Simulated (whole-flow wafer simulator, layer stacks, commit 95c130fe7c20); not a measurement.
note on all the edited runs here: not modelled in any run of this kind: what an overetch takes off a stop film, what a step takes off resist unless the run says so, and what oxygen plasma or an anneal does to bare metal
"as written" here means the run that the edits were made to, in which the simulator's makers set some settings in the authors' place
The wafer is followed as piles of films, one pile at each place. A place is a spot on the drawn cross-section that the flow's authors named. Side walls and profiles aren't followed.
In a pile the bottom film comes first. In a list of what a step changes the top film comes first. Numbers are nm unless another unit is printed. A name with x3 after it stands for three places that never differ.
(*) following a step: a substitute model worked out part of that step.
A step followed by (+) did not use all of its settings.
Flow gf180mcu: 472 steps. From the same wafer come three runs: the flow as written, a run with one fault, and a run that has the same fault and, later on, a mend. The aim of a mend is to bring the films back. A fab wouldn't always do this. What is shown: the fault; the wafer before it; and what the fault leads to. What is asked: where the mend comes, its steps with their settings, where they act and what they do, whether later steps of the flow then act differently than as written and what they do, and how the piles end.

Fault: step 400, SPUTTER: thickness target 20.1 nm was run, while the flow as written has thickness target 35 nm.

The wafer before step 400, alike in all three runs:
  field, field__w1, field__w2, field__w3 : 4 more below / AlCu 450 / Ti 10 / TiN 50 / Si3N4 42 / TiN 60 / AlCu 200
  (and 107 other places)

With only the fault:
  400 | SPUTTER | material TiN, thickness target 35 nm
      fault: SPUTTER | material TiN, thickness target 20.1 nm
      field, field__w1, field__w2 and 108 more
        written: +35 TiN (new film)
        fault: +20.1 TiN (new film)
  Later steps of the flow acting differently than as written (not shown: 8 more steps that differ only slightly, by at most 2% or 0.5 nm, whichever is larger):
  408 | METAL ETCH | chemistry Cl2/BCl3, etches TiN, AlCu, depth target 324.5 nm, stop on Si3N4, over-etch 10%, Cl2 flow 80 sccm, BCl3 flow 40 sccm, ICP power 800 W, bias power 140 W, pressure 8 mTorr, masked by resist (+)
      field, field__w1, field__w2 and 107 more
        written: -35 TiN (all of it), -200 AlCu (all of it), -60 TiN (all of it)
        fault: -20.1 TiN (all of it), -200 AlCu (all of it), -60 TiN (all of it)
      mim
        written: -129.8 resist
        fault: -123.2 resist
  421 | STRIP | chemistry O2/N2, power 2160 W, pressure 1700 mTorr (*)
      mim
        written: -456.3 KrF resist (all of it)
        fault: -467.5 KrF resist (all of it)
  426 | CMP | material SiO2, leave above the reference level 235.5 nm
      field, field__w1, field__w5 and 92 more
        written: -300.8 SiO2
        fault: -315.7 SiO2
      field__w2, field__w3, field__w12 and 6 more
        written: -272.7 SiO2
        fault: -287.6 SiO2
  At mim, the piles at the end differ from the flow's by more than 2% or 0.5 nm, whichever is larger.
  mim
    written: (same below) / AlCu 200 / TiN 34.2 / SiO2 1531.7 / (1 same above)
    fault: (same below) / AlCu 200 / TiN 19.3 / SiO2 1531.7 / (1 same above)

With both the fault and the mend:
  The mend stands after step 407.
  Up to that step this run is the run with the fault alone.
  407a | STRIP | chemistry O2/N2, power 2160 W, pressure 1700 mTorr (*)
      mim
        -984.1 resist (all of it)
  407b | SPUTTER | material TiN, thickness target 14.9 nm (the flow's step 400 again, with other settings)
      field, field__w1, field__w2 and 108 more
        +14.9 TiN
  407c | HMDS | 120 C, 60 s (the flow's step 402 again)
      alters no film at any place that is followed
  407d | COAT | resist, thickness 1000 nm (the flow's step 403 again)
      field, field__w1, field__w2 and 108 more
        +1000 resist (new film)
  407e | SOFTBAKE | resist (the flow's step 404 again)
      alters no film at any place that is followed
  407f | EXPOSE | photomask FuseTop (the flow's step 405 again)
      alters no film at any place that is followed
  407g | PEB | resist, 70.3 s (the flow's step 406 again)
      field, field__w1, field__w2 and 108 more
        -15.9 resist
  407h | DEVELOP | thickness 1000 nm, 60 s (the flow's step 407 again)
      field, field__w1, field__w2 and 107 more
        -984.1 resist (all of it)
  Later steps of the flow that are run all act as written at every place that is followed.
  The piles end the same as the flow's at every place that both follow.
